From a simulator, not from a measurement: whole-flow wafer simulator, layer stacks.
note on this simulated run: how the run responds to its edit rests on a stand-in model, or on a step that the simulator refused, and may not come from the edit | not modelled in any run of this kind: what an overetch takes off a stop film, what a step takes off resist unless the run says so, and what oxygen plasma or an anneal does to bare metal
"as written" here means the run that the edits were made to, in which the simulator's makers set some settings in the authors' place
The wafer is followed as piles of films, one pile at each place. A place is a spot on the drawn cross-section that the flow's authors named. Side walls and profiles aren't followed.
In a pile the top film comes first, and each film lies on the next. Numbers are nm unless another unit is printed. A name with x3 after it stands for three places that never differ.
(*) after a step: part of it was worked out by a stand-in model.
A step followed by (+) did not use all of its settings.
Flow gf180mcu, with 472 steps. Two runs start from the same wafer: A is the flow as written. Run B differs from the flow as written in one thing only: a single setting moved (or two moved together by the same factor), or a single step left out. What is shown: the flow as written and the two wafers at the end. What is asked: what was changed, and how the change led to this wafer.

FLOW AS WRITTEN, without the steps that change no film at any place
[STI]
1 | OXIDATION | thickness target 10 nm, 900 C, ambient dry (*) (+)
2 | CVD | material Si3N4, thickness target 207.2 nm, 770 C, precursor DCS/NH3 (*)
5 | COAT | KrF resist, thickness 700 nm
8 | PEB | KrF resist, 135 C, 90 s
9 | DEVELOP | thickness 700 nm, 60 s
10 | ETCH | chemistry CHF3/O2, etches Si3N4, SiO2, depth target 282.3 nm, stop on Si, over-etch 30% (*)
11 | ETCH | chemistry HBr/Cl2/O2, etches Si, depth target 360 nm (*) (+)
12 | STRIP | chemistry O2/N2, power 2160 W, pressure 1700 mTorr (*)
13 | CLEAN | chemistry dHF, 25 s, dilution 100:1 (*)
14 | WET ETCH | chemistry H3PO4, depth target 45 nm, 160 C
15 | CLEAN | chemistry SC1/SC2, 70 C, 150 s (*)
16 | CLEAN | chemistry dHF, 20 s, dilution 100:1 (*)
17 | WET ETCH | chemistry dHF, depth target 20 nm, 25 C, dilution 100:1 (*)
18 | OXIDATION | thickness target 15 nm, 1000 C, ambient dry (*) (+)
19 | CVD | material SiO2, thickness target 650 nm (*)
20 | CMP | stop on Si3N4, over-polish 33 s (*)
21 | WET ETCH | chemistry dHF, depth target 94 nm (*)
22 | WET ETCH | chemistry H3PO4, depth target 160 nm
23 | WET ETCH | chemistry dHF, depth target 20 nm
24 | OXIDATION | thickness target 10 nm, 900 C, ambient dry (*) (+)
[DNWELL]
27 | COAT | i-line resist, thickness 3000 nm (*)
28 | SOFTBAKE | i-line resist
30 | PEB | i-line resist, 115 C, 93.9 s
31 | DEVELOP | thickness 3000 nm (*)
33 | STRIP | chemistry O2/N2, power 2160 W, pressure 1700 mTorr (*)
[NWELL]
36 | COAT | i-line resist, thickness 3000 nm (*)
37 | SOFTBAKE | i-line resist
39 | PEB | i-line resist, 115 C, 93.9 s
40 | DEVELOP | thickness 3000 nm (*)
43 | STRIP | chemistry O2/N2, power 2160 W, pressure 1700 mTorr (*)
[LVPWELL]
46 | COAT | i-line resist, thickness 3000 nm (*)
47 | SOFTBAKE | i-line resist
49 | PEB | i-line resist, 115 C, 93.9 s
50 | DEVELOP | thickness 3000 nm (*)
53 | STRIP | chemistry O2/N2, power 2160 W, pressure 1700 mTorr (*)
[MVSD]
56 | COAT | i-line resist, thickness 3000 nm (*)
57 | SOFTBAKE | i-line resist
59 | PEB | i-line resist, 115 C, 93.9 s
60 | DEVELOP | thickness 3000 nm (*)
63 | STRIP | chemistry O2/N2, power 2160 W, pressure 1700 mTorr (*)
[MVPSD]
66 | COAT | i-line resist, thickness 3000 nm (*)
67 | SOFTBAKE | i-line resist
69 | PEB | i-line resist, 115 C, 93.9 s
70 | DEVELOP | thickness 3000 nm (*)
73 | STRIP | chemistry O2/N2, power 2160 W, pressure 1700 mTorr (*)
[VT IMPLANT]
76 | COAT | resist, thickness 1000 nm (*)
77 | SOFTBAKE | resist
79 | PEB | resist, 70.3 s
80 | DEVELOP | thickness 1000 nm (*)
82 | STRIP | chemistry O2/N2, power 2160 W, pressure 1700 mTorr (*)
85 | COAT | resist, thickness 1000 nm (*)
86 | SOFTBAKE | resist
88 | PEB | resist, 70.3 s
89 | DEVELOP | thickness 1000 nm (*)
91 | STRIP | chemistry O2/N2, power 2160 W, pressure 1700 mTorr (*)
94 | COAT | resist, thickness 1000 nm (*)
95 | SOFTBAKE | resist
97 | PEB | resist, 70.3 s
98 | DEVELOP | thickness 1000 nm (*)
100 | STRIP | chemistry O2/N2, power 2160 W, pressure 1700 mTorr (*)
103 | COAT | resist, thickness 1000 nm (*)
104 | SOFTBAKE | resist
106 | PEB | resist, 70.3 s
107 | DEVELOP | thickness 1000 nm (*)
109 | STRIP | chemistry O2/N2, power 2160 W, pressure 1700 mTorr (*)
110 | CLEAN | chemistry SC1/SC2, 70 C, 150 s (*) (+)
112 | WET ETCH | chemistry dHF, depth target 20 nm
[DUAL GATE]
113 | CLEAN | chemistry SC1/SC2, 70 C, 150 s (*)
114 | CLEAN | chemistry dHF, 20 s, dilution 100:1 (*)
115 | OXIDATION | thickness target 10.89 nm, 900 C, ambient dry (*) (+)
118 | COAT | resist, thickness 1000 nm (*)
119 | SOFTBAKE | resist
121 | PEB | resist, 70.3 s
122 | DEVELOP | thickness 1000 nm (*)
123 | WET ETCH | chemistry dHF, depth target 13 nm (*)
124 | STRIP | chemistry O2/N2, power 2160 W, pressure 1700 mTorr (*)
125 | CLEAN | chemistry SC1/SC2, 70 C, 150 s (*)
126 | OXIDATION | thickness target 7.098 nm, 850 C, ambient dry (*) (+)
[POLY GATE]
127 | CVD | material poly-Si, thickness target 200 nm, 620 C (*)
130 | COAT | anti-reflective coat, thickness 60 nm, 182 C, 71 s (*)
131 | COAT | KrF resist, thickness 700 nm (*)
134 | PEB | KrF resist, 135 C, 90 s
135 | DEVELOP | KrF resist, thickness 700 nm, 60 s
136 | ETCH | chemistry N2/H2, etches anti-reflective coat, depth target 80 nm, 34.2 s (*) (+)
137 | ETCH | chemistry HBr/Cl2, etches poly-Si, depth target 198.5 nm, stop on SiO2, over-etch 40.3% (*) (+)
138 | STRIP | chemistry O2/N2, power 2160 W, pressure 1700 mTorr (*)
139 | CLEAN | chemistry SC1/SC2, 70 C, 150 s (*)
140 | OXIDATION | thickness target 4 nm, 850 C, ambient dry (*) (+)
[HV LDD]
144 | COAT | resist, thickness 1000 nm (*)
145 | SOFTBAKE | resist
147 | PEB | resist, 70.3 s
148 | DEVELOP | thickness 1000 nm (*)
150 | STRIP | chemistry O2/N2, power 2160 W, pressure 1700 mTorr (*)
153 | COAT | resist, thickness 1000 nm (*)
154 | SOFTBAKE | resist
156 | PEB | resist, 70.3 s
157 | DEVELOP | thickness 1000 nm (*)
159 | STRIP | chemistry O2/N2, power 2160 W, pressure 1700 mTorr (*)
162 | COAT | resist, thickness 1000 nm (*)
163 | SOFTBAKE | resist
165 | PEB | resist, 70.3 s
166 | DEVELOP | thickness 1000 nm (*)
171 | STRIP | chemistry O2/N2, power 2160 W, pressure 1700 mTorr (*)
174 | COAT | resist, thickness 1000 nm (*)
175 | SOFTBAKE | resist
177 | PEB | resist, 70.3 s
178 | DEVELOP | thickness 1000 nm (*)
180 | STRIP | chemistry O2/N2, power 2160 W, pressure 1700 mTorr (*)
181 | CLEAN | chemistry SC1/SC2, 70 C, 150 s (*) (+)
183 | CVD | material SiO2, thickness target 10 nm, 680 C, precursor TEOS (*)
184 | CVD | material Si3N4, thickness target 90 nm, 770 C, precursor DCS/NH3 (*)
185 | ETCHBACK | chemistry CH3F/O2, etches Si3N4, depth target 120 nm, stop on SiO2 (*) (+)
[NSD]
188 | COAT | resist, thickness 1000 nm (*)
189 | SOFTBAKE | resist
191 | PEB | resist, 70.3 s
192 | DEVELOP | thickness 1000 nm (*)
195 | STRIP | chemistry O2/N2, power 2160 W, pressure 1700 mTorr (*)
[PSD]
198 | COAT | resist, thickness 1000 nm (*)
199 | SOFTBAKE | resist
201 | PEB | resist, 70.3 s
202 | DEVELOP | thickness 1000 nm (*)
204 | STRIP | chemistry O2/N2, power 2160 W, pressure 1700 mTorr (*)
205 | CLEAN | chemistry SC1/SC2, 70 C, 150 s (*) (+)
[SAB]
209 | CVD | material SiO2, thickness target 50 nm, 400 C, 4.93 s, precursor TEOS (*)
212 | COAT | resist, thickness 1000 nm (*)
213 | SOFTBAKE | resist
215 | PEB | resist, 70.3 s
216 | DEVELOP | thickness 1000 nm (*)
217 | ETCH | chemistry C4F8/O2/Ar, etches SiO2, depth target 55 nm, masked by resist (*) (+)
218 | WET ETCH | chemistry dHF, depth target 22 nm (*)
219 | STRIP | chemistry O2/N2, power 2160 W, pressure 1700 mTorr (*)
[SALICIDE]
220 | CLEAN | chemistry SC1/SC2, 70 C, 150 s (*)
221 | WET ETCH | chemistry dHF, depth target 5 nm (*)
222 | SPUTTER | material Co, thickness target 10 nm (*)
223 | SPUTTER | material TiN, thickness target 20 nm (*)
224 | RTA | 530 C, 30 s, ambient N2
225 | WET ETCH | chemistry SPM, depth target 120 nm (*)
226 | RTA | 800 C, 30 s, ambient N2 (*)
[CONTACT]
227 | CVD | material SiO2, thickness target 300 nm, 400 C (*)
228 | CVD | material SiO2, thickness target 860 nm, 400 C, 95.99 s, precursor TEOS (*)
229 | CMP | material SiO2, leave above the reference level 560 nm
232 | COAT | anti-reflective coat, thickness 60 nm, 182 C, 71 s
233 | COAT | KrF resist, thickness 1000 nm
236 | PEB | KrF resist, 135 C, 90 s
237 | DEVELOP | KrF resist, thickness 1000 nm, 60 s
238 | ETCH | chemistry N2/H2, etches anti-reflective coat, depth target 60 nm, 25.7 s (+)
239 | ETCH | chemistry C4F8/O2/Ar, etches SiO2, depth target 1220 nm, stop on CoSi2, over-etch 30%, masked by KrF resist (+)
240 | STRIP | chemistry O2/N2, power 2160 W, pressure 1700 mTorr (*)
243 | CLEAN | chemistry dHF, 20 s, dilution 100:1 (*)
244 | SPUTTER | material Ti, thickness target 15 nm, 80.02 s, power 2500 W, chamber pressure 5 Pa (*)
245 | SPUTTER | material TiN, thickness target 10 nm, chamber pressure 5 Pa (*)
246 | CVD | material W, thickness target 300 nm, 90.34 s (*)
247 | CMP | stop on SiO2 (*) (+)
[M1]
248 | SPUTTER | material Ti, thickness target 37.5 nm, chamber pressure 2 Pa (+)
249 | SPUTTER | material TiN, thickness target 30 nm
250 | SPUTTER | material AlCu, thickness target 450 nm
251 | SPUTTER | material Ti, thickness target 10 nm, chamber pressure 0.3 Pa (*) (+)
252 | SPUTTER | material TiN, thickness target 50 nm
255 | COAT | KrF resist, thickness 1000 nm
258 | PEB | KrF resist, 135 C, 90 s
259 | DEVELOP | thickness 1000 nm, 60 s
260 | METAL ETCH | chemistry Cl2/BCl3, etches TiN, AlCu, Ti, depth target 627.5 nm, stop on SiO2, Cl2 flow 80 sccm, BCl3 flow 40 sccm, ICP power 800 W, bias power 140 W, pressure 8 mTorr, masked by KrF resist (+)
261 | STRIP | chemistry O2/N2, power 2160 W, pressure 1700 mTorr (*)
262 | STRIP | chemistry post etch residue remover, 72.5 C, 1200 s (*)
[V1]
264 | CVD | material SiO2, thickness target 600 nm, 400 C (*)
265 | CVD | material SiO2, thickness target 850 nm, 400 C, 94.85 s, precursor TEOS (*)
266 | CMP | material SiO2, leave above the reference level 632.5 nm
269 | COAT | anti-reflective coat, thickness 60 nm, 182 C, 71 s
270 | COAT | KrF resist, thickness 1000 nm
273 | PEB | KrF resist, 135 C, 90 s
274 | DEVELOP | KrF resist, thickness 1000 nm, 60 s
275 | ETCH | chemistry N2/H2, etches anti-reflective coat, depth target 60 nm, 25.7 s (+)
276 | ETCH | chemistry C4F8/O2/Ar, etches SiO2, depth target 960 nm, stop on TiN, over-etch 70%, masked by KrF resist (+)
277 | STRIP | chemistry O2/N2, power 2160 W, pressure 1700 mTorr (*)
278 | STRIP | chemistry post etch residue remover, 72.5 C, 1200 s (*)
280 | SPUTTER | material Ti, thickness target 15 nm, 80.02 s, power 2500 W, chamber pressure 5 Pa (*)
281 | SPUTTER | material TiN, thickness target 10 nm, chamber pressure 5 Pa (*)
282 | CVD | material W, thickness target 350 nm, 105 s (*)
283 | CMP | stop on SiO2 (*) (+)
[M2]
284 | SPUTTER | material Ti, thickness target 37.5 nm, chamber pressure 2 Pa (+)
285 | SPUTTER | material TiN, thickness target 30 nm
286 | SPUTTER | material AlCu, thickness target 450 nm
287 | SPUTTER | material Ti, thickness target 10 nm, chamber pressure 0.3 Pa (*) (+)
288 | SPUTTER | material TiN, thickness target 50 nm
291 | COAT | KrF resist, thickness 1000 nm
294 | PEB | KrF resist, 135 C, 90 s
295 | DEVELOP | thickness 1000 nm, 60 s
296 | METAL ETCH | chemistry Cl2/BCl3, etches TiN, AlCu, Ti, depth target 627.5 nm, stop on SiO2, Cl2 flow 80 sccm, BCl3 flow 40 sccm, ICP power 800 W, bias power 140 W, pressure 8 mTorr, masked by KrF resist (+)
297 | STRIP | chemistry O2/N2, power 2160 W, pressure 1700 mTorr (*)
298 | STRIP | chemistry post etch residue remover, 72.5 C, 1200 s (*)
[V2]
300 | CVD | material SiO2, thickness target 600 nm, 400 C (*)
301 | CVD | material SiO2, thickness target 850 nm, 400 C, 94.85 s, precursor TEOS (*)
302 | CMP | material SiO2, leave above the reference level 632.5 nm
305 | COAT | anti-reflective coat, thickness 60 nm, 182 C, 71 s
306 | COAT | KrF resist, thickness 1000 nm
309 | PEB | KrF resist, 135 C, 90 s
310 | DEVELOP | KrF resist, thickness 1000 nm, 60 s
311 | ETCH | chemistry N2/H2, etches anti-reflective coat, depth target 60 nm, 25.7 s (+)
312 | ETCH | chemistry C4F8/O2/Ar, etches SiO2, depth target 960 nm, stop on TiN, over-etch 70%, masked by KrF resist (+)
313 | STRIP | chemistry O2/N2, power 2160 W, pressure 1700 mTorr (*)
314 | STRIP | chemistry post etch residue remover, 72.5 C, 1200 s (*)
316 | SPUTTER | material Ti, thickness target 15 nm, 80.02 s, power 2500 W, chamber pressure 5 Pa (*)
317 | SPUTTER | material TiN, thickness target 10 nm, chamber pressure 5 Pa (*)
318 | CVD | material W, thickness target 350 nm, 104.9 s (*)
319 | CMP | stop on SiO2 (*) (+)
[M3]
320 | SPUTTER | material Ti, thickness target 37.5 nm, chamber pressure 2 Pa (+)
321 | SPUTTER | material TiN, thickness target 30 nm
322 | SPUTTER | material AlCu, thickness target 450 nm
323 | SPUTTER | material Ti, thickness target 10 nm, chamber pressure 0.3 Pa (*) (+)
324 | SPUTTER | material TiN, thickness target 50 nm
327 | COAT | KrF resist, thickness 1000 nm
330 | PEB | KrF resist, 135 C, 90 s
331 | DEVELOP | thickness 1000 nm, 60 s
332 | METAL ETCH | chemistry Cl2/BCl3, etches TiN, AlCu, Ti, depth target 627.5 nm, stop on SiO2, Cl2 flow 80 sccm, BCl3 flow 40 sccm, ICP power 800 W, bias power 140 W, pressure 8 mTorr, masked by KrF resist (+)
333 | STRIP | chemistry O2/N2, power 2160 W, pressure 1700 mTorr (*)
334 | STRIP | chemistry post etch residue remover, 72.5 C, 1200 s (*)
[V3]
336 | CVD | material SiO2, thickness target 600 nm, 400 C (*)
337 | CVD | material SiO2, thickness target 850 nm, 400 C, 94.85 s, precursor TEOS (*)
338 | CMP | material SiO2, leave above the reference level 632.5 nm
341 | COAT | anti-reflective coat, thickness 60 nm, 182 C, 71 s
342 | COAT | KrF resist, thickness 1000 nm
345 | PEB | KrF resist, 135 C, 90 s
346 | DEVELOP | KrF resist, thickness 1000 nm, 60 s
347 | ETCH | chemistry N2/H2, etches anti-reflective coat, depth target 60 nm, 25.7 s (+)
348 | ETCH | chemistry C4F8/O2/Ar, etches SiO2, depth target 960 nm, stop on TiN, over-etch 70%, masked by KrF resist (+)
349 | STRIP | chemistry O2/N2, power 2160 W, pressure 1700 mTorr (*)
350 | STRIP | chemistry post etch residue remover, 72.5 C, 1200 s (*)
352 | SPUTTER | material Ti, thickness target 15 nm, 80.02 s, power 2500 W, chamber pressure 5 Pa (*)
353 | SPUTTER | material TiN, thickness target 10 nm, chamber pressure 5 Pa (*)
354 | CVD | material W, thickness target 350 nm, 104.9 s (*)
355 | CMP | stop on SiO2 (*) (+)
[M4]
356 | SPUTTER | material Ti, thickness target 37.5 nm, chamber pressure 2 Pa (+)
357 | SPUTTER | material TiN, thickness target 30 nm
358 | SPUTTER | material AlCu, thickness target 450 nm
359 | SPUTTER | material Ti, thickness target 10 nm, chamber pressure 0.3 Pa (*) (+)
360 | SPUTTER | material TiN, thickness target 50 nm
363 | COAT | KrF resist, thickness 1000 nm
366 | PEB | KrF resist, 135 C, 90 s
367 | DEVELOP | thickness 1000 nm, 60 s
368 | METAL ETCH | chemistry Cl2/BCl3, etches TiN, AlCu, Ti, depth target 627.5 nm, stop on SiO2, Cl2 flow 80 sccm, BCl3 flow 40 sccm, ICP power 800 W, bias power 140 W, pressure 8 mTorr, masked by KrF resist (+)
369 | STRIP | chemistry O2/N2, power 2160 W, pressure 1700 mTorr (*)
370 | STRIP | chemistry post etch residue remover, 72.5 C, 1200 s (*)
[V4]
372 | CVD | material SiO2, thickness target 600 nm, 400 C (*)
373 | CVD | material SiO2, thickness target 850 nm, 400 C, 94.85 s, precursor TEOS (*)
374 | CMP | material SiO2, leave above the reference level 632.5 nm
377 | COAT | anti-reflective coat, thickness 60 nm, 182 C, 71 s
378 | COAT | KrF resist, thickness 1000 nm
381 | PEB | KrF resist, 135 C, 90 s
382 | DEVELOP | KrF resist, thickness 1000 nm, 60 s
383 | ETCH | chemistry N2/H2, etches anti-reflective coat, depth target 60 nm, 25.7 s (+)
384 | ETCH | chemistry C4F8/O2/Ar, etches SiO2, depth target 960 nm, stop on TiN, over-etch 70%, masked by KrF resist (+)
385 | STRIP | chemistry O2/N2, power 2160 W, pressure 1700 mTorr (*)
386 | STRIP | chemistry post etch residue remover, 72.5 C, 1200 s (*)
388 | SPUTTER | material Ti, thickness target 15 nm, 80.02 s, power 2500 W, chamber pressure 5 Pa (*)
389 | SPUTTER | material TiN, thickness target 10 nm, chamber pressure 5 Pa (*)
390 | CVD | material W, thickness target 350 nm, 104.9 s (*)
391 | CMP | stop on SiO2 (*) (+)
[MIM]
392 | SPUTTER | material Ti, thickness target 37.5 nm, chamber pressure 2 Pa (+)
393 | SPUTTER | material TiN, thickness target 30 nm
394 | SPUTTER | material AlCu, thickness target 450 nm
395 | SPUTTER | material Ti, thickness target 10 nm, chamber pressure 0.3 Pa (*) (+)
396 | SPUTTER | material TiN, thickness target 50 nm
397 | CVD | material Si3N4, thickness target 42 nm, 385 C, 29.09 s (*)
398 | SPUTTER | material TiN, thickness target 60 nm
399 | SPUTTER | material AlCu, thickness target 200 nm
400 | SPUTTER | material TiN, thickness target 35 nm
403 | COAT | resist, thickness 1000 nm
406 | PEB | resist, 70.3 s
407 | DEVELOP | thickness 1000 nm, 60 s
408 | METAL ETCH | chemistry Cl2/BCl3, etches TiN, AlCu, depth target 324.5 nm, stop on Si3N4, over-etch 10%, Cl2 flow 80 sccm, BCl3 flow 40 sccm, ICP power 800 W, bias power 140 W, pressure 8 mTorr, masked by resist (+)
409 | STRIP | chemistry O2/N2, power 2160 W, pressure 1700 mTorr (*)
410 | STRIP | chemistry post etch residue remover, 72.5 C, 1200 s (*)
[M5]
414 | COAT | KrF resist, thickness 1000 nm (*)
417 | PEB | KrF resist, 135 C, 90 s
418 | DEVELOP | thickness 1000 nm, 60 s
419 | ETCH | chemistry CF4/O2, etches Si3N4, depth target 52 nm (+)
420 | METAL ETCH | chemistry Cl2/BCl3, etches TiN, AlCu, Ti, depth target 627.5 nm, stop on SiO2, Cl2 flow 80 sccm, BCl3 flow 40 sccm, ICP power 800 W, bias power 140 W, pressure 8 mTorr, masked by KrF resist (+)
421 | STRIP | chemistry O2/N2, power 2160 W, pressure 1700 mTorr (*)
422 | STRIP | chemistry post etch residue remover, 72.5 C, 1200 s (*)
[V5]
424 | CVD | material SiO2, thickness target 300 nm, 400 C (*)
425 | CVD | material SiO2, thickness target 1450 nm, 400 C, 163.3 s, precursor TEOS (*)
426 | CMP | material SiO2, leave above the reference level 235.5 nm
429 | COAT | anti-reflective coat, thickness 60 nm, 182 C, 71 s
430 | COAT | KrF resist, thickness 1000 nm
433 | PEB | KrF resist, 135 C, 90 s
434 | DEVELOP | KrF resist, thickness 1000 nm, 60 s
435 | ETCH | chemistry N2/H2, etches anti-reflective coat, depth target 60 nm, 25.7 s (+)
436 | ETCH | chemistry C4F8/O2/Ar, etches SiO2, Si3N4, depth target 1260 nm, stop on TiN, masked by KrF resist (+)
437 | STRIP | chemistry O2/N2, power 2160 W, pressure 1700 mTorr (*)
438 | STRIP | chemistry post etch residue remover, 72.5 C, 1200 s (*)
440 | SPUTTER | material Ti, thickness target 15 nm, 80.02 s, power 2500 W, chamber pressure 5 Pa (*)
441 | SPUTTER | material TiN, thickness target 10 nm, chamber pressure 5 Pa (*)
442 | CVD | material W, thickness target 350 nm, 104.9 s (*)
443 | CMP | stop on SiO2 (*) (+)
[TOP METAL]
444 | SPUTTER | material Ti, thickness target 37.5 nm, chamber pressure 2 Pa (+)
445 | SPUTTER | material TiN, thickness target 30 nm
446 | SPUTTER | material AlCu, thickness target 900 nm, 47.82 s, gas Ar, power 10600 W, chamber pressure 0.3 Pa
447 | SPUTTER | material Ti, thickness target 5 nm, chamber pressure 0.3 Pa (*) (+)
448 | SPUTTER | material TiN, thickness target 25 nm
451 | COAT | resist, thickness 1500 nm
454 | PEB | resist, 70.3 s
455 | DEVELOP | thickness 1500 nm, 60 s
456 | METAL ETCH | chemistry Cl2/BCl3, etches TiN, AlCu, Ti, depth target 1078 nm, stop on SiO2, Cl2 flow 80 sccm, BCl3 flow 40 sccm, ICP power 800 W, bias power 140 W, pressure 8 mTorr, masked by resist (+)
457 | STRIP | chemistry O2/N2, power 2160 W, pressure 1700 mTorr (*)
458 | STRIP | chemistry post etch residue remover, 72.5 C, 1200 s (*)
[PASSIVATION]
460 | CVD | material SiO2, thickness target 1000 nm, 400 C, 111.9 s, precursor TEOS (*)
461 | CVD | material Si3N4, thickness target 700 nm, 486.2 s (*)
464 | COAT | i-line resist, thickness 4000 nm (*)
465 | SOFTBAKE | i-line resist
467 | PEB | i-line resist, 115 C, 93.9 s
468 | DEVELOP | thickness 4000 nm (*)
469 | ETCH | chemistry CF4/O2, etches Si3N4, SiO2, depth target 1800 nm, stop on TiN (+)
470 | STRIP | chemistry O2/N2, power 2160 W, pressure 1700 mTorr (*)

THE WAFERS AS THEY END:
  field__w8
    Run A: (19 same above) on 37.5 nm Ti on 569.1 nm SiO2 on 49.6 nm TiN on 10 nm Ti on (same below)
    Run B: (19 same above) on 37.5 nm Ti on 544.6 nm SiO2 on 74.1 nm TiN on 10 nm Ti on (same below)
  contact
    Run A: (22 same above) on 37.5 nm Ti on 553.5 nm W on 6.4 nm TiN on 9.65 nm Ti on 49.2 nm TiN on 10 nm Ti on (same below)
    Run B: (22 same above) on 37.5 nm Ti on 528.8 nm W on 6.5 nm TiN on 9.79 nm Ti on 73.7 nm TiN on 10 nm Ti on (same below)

What caused this: step 324, SPUTTER: thickness target 74.5 nm was run, while the flow as written has thickness target 50 nm.

The path from the change to this, step by step:
  324 | SPUTTER | material TiN, thickness target 50 nm
      field, field__w1, field__w2 and 108 more: A +50 TiN (new film) | B +74.5 TiN (new film)
  332 | METAL ETCH | chemistry Cl2/BCl3, etches TiN, AlCu, Ti, depth target 627.5 nm, stop on SiO2, Cl2 flow 80 sccm, BCl3 flow 40 sccm, ICP power 800 W, bias power 140 W, pressure 8 mTorr, masked by KrF resist (+)
      field, field__w1, field__w2 and 103 more: A -50 TiN (all of it), -10 Ti (all of it), -450 AlCu (all of it), -30 TiN (all of it), -37.5 Ti (all of it) | B -74.5 TiN (all of it), -10 Ti (all of it), -450 AlCu (all of it), -30 TiN (all of it), -37.5 Ti (all of it)
  338 | CMP | material SiO2, leave above the reference level 632.5 nm
      field__w8, contact, m1, m1__w1, m1_nw: A -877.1 SiO2 | B -901.6 SiO2
  348 | ETCH | chemistry C4F8/O2/Ar, etches SiO2, depth target 960 nm, stop on TiN, over-etch 70%, masked by KrF resist (+)
      field, field__w1, field__w2 and 107 more: A -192 KrF resist | B -186.3 KrF resist
      contact: A -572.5 SiO2 (all of it) | B -548 SiO2 (all of it)
  354 | CVD | material W, thickness target 350 nm, 104.9 s (*)
      contact: A +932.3 W (new film) | B +907.6 W (new film)
